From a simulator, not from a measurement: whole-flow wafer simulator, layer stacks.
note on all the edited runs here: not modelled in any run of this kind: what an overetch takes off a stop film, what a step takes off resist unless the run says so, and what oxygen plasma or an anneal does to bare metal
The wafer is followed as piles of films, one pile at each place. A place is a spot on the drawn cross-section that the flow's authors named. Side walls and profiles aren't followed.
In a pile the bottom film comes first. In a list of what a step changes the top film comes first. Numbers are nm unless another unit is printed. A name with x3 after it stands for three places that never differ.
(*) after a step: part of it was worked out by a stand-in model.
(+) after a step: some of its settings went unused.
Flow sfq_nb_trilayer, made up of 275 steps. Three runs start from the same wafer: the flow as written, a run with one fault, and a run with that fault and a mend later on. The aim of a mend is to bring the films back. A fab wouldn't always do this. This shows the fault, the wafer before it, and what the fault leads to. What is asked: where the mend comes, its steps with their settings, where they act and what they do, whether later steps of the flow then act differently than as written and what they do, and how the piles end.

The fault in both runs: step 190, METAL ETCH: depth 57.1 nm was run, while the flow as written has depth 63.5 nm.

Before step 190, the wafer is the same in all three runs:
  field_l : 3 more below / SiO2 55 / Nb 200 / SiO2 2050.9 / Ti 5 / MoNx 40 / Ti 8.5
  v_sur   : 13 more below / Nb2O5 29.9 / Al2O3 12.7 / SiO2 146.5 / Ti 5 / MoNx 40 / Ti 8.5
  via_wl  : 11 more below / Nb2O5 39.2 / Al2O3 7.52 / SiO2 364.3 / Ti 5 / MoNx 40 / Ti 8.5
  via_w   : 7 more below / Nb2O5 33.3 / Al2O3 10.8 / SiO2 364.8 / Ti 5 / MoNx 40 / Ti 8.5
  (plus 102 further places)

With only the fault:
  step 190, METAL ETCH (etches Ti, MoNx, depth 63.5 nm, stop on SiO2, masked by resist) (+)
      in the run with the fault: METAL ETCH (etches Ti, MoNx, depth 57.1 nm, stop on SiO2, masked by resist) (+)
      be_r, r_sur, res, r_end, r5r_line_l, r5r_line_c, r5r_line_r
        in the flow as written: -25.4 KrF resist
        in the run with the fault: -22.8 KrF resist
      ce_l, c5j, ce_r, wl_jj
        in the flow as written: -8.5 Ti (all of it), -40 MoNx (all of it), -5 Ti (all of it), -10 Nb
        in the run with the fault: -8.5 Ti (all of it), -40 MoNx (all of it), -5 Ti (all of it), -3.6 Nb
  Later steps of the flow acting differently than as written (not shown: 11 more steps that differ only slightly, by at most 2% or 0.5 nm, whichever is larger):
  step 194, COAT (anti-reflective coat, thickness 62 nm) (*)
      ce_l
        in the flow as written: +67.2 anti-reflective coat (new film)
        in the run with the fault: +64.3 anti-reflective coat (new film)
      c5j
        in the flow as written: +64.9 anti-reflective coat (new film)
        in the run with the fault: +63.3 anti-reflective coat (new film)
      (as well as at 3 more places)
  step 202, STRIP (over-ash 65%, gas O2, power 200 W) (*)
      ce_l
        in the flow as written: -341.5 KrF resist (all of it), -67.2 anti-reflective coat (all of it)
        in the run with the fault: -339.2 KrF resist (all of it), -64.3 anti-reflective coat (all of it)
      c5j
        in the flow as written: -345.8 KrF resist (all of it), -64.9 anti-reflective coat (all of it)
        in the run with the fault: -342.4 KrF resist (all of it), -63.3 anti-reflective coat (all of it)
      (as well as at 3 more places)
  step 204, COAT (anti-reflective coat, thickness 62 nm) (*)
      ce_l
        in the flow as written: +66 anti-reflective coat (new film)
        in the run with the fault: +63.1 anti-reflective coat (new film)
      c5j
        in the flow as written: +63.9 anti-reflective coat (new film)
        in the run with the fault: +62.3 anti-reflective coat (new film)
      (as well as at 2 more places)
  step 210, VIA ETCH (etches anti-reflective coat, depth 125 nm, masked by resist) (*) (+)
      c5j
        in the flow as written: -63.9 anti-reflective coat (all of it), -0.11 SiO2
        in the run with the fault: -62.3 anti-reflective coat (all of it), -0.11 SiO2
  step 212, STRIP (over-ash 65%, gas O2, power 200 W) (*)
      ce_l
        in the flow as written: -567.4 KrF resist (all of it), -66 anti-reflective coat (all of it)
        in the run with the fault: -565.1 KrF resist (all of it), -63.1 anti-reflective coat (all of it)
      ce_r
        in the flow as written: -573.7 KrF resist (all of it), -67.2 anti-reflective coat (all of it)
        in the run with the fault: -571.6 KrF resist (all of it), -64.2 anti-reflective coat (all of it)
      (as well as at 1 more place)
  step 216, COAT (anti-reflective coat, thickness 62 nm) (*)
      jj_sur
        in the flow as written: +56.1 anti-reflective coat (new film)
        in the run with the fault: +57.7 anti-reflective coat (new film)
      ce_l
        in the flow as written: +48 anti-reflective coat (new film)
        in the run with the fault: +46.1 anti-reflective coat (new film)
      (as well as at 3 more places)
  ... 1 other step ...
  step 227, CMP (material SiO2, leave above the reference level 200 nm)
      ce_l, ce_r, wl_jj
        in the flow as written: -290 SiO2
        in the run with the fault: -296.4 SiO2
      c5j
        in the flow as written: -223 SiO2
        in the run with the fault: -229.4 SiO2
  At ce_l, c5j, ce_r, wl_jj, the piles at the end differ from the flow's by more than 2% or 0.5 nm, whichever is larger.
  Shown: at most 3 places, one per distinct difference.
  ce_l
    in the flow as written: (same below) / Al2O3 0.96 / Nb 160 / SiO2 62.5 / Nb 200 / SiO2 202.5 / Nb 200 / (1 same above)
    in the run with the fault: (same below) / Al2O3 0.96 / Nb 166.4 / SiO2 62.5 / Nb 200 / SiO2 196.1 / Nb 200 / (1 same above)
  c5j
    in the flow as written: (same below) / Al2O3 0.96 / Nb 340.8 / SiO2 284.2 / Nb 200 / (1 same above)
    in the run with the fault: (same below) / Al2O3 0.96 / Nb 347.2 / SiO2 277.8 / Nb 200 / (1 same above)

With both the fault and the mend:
  The mend follows step 190.
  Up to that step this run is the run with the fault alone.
  step 190a, METAL ETCH (etches Ti, MoNx, depth 6.4 nm, stop on SiO2, masked by resist) (a further turn of the flow's step 190, with different settings)
      be_r, r_sur, res, r_end, r5r_line_l, r5r_line_c, r5r_line_r
        -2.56 KrF resist
      ce_l, c5j, ce_r, wl_jj
        -6.4 Nb
  Later steps of the flow that are run all act as written at every place that is followed.
  By the end, the piles equal the flow's at every place that both follow.
